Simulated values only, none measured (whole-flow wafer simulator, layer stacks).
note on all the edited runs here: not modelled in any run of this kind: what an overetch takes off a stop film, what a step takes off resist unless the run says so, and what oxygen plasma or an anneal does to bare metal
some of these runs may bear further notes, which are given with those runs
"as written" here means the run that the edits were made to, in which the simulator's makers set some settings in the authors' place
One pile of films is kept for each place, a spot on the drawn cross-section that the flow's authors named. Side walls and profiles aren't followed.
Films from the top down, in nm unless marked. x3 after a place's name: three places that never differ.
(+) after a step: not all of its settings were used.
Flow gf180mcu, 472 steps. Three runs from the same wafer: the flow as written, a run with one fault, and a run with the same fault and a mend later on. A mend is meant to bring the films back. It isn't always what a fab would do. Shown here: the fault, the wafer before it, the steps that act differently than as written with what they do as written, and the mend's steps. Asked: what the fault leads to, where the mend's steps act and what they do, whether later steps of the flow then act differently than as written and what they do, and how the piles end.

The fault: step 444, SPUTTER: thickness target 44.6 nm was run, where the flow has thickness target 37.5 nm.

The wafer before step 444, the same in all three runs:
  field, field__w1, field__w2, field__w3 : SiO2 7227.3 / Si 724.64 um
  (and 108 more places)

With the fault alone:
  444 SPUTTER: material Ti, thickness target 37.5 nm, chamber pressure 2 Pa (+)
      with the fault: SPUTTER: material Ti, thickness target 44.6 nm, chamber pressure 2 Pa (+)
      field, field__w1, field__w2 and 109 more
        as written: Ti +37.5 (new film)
        with the fault: Ti +44.6 (new film)
  Later steps of the flow that act differently than as written (4 more steps differ only slightly, by at most 2% or 0.5 nm, whichever is larger, and aren't shown):
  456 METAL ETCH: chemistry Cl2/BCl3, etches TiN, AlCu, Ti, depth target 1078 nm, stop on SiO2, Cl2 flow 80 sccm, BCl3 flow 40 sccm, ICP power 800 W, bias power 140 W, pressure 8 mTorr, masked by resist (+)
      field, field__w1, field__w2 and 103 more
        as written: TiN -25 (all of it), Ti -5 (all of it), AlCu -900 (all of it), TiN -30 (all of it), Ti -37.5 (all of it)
        with the fault: TiN -25 (all of it), Ti -5 (all of it), AlCu -900 (all of it), TiN -30 (all of it), Ti -44.6 (all of it)
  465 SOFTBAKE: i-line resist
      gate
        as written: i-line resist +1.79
        with the fault: i-line resist -0.3
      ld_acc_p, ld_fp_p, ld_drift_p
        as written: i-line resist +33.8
        with the fault: i-line resist +27.2
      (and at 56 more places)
  At the end the piles differ from the flow's by more than 2% or 0.5 nm, whichever is larger, at field__w8, contact, m1, m1__w1, pad, m1_nw.
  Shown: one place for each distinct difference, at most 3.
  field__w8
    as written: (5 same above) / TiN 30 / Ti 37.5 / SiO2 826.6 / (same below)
    with the fault: (5 same above) / TiN 30 / Ti 44.6 / SiO2 826.6 / (same below)
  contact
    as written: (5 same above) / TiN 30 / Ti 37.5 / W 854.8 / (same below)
    with the fault: (5 same above) / TiN 30 / Ti 44.6 / W 854.8 / (same below)
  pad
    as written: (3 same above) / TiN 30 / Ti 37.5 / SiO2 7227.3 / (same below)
    with the fault: (3 same above) / TiN 30 / Ti 44.6 / SiO2 7227.3 / (same below)

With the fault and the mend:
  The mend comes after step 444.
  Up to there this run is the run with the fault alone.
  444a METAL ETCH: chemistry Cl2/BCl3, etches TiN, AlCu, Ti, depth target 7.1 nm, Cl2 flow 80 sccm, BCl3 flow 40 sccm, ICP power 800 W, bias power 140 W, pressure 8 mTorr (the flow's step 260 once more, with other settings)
      field, field__w1, field__w2 and 109 more
        Ti -7.1
  No later step of the flow acts differently than as written at any place that is followed.
  At the end the piles are the same as the flow's at every place that both follow.
